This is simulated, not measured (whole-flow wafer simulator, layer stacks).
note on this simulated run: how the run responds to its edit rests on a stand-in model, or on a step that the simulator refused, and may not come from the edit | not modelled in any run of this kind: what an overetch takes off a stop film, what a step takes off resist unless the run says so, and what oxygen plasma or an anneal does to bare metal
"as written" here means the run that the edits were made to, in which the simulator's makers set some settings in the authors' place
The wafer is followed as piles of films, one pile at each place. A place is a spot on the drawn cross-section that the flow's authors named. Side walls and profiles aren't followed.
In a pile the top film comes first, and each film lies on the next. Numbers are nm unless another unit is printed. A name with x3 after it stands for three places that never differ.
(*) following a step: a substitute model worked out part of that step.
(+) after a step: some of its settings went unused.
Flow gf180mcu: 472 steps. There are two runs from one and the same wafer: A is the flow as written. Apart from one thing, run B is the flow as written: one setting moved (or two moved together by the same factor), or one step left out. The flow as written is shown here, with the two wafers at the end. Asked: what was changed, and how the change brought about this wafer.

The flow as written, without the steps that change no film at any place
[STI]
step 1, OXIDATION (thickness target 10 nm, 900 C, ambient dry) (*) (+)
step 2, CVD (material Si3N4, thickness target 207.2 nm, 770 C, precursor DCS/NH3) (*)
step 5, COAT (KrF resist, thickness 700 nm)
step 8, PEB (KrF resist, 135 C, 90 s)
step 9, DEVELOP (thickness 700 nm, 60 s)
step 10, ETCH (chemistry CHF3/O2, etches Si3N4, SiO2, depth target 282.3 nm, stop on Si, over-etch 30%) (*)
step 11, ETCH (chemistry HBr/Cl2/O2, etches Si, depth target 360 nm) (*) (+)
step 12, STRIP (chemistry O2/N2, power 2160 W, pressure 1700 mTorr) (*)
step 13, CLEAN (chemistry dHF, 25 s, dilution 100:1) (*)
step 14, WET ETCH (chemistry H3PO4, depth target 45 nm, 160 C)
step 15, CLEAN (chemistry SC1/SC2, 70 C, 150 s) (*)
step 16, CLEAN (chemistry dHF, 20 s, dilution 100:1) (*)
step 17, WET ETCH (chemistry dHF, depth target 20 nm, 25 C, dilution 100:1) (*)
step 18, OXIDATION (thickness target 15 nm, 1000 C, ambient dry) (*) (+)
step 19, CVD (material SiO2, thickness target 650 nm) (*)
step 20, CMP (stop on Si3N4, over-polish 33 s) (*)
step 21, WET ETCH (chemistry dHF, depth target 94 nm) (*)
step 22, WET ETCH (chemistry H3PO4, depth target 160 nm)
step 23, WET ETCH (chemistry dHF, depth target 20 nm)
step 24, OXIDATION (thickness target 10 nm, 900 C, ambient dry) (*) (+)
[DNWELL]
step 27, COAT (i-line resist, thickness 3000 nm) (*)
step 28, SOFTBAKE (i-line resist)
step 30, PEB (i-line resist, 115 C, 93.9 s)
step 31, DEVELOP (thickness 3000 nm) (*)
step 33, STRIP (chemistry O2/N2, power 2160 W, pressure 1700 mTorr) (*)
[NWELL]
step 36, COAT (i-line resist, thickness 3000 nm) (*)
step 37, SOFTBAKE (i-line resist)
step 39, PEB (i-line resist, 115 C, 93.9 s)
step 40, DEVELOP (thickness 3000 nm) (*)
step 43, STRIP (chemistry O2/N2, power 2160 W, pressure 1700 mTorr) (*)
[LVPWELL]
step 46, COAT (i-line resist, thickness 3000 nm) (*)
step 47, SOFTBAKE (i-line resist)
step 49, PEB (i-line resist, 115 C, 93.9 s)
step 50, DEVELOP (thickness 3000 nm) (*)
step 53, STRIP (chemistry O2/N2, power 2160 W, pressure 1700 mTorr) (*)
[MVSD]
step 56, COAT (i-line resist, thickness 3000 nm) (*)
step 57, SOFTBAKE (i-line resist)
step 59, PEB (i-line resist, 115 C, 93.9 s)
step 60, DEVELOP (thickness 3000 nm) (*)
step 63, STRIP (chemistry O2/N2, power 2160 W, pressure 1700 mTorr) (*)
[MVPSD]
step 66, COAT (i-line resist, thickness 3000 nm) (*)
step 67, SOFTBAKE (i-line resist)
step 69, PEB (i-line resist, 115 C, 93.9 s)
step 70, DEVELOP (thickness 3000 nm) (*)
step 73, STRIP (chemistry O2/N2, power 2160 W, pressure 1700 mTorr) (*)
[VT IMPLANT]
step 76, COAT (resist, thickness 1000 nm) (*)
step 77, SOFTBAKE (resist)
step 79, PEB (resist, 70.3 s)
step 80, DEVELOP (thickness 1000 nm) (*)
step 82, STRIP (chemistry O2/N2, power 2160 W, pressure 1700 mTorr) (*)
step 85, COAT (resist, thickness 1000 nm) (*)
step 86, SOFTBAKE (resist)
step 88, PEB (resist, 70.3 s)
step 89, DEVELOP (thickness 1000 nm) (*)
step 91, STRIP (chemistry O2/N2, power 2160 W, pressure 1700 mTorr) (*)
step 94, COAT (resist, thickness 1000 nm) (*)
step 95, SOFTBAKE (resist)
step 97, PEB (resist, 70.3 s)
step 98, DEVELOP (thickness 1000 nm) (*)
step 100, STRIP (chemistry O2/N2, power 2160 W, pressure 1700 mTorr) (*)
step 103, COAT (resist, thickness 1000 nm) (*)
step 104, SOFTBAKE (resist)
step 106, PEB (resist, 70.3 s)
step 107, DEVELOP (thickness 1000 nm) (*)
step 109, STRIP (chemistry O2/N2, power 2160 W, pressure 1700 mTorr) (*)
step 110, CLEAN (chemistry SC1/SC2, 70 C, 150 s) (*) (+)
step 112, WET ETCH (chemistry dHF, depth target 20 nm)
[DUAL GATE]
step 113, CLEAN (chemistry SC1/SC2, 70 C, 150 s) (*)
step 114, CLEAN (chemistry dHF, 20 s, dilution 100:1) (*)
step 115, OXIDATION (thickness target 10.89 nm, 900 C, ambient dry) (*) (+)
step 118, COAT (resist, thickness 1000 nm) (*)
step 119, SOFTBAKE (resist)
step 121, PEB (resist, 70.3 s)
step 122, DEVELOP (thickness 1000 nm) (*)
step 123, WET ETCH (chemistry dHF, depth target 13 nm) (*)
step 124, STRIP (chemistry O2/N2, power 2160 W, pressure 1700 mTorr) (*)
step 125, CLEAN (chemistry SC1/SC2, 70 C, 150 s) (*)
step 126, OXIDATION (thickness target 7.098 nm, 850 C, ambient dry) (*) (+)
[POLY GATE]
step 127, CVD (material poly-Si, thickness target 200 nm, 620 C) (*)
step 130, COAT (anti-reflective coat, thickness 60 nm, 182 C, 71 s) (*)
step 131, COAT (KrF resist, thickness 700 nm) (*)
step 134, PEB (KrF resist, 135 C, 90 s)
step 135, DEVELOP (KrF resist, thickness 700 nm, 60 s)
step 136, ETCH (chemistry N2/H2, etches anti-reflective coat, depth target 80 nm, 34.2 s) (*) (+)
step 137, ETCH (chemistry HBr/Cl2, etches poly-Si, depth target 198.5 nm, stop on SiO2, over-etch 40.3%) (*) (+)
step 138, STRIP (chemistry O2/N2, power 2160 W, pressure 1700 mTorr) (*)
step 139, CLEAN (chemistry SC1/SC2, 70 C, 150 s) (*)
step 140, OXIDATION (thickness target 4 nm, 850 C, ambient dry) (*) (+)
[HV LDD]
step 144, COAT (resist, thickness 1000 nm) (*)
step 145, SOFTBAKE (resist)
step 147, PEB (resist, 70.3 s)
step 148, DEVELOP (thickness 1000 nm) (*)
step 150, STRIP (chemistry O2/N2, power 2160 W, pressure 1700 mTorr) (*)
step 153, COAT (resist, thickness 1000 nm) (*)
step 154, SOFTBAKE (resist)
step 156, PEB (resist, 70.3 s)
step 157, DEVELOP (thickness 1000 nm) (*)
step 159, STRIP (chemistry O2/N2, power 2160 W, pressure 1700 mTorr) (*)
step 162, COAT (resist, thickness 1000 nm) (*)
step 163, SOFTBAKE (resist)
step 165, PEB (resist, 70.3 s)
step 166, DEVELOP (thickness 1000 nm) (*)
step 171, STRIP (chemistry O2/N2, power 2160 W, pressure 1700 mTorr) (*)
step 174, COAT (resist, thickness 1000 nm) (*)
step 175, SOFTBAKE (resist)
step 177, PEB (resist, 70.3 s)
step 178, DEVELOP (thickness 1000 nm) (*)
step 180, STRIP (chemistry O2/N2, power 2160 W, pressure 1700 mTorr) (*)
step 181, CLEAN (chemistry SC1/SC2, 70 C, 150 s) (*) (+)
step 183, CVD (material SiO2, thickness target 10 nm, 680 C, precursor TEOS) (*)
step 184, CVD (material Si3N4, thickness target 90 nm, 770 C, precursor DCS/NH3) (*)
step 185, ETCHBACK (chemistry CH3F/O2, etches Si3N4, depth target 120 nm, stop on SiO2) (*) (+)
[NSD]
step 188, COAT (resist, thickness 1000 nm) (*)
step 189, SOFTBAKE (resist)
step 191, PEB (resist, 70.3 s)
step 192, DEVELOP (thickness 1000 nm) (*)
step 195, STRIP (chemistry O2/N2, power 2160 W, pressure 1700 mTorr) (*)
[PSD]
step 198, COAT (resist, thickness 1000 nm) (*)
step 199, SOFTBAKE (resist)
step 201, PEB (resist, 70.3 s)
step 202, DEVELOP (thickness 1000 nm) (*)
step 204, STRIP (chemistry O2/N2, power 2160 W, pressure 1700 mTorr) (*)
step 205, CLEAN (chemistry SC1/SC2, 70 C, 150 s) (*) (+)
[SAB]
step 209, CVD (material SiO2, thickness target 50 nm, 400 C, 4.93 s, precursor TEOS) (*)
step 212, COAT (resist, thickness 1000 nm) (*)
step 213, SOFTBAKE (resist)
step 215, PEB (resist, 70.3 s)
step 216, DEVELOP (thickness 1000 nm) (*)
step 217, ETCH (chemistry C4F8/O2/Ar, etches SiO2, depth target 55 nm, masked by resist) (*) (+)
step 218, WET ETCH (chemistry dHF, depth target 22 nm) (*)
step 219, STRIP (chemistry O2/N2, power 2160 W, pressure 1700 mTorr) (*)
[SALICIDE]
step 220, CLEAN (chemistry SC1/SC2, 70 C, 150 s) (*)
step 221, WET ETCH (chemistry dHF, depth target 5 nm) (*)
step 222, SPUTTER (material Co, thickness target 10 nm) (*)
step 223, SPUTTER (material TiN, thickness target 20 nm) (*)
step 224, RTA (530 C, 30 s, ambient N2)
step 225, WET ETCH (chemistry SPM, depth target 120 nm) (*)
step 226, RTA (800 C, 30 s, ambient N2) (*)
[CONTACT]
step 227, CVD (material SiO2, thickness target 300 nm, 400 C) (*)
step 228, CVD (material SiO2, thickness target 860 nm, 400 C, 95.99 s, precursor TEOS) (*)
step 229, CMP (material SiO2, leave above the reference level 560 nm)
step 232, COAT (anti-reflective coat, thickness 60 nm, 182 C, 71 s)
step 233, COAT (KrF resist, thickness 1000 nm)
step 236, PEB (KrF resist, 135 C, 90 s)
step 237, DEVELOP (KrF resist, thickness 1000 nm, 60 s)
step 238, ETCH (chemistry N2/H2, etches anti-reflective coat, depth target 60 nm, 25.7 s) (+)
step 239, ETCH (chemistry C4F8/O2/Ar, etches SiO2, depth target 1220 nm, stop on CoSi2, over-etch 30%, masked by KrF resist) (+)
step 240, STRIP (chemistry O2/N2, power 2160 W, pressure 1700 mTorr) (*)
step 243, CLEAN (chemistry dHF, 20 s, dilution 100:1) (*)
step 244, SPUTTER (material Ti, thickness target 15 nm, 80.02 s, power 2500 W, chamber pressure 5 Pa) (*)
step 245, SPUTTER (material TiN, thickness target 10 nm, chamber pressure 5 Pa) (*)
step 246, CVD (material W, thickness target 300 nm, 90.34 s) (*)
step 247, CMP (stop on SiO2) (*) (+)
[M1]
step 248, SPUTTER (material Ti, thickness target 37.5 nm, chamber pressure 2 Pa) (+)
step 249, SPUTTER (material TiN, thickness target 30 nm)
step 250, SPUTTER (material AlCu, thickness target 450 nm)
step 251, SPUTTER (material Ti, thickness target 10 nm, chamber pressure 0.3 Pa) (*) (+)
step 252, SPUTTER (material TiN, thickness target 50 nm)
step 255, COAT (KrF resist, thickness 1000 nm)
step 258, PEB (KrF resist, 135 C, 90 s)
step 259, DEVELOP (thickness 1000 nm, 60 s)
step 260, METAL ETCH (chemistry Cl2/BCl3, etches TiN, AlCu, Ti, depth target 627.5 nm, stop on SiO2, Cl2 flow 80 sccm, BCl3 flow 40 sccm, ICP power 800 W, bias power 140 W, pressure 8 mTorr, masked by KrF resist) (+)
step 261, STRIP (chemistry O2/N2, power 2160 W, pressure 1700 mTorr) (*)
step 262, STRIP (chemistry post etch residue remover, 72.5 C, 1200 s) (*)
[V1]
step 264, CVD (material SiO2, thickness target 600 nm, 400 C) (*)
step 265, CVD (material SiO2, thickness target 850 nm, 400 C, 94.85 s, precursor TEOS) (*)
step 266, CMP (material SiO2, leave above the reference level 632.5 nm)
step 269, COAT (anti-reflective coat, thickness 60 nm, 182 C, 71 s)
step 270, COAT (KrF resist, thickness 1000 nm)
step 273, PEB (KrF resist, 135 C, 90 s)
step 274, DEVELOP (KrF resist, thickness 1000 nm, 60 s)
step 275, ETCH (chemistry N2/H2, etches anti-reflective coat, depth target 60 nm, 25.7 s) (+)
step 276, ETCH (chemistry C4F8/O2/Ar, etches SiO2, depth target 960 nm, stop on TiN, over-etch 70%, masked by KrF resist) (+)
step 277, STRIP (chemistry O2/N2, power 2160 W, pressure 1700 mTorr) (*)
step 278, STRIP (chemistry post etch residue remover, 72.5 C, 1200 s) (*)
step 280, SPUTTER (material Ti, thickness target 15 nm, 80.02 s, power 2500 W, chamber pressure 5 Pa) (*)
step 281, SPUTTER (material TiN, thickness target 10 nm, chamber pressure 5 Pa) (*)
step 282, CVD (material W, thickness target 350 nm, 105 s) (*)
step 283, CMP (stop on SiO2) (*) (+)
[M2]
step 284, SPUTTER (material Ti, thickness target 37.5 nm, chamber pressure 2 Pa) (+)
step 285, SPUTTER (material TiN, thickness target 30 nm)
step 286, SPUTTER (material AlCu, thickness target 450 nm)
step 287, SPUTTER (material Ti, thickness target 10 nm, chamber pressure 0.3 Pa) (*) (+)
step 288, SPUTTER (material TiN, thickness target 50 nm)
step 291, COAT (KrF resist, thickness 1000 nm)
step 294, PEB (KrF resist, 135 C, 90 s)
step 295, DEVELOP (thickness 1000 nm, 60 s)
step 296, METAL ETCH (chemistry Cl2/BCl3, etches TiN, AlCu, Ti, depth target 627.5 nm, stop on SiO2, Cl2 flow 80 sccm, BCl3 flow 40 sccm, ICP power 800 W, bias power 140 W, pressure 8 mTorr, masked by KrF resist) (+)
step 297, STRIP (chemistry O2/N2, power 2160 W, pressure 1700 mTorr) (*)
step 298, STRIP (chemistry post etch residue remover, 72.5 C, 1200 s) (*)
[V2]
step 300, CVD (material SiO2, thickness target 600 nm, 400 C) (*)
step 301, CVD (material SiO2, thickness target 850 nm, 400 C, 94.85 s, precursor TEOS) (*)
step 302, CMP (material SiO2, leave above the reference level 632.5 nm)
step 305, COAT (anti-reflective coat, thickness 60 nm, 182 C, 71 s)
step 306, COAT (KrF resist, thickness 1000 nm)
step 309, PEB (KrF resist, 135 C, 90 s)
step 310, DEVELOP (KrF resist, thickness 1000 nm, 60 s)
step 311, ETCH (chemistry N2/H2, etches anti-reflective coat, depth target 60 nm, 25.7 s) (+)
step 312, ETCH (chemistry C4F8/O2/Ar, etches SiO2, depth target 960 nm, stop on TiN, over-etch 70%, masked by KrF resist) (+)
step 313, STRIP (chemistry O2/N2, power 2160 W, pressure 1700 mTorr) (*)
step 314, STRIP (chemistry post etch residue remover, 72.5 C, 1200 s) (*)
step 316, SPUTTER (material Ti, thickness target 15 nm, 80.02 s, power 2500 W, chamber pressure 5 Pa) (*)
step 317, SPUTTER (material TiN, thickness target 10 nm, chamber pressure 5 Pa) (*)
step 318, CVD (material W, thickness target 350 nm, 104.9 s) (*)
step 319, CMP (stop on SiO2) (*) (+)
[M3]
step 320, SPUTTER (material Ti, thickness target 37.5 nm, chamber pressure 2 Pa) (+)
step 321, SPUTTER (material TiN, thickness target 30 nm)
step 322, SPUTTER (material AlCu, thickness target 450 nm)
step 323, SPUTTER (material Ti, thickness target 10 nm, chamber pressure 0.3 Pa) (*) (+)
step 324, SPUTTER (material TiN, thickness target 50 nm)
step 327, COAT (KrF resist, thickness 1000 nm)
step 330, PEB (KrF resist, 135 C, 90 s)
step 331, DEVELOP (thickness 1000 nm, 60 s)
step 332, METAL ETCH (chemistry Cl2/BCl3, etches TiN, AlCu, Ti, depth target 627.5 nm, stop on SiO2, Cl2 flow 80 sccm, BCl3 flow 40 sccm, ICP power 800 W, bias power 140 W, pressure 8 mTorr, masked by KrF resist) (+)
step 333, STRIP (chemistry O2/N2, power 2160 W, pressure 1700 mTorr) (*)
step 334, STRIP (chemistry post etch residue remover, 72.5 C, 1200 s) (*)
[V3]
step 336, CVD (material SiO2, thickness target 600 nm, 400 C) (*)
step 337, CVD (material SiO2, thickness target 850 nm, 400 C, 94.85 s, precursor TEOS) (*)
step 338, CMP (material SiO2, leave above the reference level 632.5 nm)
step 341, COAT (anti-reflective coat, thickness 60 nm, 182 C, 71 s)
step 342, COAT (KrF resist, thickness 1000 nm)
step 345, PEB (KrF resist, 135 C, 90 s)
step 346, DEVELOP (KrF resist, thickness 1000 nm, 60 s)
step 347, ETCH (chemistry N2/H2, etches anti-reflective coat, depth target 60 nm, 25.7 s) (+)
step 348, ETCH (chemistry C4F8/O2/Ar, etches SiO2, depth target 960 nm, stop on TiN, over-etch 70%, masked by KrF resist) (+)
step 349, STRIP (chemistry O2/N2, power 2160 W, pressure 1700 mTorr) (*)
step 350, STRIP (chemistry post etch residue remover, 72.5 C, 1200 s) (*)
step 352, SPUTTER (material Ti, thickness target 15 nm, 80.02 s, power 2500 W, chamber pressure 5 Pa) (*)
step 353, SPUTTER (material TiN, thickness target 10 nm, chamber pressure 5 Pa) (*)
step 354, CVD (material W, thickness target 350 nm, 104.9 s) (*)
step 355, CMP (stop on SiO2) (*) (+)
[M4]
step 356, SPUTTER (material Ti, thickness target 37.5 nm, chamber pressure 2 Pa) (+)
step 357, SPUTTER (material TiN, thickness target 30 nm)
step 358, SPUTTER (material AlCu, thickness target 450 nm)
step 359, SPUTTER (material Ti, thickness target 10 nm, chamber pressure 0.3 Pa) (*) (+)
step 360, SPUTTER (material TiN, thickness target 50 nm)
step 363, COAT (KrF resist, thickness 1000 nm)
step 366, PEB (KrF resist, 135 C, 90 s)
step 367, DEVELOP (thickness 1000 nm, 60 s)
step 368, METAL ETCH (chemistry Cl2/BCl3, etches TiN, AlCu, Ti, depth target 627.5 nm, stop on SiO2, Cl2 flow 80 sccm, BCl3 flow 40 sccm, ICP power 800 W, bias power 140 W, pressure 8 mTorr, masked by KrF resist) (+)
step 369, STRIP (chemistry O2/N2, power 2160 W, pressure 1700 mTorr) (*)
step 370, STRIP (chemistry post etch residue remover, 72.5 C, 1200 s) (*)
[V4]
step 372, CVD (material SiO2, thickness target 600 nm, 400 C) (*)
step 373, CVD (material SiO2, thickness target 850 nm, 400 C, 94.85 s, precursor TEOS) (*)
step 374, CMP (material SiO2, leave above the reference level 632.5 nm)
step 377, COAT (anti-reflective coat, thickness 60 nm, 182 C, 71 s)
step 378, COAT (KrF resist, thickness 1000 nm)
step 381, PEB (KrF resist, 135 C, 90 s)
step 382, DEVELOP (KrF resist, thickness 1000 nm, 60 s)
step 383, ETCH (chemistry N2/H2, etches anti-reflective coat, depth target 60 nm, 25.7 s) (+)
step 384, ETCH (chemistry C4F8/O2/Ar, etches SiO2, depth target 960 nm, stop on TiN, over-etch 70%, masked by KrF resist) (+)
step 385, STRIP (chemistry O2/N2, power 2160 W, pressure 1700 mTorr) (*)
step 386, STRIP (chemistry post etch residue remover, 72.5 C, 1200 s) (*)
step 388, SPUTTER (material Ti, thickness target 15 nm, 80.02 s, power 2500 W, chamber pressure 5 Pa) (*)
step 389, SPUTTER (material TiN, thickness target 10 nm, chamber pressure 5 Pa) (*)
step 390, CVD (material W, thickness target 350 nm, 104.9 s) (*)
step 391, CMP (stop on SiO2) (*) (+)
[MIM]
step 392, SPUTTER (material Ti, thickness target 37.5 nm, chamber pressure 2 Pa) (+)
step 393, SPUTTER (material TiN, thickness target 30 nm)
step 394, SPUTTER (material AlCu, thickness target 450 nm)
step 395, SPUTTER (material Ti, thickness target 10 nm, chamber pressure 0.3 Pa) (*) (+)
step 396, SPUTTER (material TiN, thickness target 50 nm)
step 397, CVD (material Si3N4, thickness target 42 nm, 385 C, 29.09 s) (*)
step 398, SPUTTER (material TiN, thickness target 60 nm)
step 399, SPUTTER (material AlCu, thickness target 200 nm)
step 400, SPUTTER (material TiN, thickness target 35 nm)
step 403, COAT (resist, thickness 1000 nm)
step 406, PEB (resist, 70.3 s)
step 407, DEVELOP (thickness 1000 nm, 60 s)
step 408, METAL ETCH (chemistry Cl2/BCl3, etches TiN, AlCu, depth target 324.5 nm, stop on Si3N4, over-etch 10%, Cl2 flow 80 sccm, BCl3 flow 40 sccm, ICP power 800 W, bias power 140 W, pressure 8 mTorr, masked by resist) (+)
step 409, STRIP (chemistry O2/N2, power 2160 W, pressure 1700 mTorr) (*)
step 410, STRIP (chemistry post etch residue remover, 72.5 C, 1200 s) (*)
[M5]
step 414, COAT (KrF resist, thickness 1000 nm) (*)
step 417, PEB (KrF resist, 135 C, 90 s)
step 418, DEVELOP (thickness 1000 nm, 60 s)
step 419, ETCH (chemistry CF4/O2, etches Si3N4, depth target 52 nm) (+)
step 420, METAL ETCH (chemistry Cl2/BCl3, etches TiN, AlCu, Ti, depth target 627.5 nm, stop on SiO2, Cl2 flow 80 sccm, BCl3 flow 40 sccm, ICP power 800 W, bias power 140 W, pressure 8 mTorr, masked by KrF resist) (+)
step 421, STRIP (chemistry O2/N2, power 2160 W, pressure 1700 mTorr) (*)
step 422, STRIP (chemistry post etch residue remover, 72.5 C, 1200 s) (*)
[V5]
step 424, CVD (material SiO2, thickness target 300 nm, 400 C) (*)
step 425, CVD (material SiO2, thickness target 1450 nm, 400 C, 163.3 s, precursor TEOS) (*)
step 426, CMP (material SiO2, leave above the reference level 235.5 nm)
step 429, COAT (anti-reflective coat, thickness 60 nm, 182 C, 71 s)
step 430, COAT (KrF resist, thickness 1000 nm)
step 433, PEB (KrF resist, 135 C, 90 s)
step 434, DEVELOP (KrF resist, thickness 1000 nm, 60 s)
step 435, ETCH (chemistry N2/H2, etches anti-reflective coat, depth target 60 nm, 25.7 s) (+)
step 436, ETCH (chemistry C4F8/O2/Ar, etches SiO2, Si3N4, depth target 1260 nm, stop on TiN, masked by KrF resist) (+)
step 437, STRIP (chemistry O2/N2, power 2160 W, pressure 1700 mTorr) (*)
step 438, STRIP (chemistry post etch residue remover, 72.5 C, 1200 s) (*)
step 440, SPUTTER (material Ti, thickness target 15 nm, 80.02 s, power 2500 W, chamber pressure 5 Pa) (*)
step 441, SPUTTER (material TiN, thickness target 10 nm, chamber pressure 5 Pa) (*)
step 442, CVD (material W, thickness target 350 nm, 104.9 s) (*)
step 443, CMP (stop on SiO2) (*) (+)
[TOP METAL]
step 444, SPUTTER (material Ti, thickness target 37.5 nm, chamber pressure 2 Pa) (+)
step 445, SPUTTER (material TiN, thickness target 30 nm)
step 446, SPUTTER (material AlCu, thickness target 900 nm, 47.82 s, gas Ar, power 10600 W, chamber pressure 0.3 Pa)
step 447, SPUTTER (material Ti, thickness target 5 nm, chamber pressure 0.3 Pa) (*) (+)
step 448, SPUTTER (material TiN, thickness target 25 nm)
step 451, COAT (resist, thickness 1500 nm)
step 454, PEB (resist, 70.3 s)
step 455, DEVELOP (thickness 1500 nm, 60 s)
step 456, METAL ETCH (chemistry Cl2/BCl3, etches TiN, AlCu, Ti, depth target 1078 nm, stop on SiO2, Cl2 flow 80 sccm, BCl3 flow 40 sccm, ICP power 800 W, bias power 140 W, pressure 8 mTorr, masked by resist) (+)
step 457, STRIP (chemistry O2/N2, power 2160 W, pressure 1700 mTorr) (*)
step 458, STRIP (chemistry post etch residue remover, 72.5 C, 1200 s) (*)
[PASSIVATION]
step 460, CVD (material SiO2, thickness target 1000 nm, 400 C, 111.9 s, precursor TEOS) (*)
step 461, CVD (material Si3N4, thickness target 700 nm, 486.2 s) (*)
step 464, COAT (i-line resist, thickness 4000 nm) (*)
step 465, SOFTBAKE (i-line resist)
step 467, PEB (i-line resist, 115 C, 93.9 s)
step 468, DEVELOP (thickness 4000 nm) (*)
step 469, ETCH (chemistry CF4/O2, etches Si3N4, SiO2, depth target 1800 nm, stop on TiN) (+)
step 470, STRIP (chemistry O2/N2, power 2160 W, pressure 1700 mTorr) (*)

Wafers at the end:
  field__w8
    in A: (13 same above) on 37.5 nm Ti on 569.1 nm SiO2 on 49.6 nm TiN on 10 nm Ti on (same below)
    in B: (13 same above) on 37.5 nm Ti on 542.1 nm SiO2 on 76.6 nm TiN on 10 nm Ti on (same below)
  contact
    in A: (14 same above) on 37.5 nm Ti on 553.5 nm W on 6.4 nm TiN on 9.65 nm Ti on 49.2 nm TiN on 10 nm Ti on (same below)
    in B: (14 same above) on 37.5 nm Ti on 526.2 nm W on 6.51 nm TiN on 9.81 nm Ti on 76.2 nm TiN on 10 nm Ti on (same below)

Cause: step 360, SPUTTER: thickness target 77 nm was run, while the flow as written has thickness target 50 nm.

Step by step, how the change led to this:
  step 360, SPUTTER (material TiN, thickness target 50 nm)
      field, field__w1, field__w2 and 108 more: A +50 TiN (new film) | B +77 TiN (new film)
  step 368, METAL ETCH (chemistry Cl2/BCl3, etches TiN, AlCu, Ti, depth target 627.5 nm, stop on SiO2, Cl2 flow 80 sccm, BCl3 flow 40 sccm, ICP power 800 W, bias power 140 W, pressure 8 mTorr, masked by KrF resist) (+)
      field, field__w1, field__w2 and 103 more: A -50 TiN (all of it), -10 Ti (all of it), -450 AlCu (all of it), -30 TiN (all of it), -37.5 Ti (all of it) | B -77 TiN (all of it), -10 Ti (all of it), -450 AlCu (all of it), -30 TiN (all of it), -37.5 Ti (all of it)
  step 374, CMP (material SiO2, leave above the reference level 632.5 nm)
      field__w8, contact, m1, m1__w1, m1_nw: A -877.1 SiO2 | B -904.1 SiO2
  step 384, ETCH (chemistry C4F8/O2/Ar, etches SiO2, depth target 960 nm, stop on TiN, over-etch 70%, masked by KrF resist) (+)
      field, field__w1, field__w2 and 107 more: A -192 KrF resist | B -185.5 KrF resist
      contact: A -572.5 SiO2 (all of it) | B -545.5 SiO2 (all of it)
  step 390, CVD (material W, thickness target 350 nm, 104.9 s) (*)
      contact: A +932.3 W (new film) | B +905 W (new film)
